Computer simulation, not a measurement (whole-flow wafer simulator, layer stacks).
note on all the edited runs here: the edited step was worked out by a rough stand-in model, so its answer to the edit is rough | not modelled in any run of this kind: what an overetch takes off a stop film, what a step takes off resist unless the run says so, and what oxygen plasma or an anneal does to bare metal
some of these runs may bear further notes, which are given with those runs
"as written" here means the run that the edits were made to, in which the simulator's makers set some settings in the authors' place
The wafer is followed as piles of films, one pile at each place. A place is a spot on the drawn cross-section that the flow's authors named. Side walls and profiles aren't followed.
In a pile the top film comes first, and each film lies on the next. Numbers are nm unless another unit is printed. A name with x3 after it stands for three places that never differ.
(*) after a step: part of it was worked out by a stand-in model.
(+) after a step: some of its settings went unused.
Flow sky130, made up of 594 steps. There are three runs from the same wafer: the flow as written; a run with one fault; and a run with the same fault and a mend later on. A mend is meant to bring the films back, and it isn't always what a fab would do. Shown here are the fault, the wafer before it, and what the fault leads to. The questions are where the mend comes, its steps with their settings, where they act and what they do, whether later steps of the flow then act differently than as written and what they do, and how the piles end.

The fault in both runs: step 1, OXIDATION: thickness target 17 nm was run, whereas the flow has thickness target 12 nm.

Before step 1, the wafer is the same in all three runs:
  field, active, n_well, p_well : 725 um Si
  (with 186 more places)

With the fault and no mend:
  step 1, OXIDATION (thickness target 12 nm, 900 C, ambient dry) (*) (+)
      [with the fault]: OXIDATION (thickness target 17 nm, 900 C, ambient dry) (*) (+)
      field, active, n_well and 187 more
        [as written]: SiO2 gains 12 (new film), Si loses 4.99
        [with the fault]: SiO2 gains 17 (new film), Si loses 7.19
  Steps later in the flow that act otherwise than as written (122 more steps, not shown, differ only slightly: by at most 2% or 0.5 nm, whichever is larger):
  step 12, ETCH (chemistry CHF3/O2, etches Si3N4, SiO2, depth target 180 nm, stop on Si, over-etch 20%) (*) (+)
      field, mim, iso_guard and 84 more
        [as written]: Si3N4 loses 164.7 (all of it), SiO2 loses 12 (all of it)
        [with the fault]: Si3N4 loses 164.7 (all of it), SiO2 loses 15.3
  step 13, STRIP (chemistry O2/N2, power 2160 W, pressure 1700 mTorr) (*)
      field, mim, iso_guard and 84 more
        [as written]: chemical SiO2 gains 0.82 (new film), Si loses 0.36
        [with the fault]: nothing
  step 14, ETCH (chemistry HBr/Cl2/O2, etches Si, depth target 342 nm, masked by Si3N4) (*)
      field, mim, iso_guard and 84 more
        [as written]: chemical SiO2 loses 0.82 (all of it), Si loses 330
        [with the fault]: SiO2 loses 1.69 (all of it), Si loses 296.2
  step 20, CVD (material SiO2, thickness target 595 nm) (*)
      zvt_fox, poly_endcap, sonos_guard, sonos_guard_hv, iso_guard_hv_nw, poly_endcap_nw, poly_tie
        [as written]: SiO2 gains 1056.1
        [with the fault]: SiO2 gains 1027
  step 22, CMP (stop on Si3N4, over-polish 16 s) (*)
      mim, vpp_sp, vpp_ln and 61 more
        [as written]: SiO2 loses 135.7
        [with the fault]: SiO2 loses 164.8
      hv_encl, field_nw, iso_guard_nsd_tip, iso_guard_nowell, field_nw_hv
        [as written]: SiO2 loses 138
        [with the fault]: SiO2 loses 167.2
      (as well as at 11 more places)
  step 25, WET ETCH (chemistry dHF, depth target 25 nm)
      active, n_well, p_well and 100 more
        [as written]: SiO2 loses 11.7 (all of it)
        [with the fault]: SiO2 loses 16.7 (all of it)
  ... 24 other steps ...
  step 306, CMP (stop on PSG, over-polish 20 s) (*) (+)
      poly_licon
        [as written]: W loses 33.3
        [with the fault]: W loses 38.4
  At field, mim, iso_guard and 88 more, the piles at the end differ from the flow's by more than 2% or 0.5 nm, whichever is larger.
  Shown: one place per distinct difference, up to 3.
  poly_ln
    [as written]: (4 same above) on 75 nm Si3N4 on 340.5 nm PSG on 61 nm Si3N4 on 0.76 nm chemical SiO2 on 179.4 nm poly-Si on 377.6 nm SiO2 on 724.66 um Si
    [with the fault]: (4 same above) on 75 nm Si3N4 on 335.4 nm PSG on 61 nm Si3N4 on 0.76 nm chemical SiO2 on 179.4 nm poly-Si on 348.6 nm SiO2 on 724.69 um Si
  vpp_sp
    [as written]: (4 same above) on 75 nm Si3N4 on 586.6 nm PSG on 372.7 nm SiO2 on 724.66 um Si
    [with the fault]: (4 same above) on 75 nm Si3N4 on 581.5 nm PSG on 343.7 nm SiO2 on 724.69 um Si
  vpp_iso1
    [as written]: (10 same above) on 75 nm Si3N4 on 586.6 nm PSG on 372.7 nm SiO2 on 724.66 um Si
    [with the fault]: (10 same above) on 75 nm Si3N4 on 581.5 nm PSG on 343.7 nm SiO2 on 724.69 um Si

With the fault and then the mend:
  The mend stands after step 1.
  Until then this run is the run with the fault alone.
  step 1a, WET ETCH (chemistry dHF, depth target 5 nm, dilution 100:1)
      field, active, n_well and 187 more
        SiO2 loses 5
  Every later step of the flow that is run acts as written, at every place that is followed, to within 2% or 0.5 nm, whichever is larger.
  When the end is reached, the piles differ only a little from the flow's at the places that both follow, at most by 2% or 0.5 nm, whichever is larger.
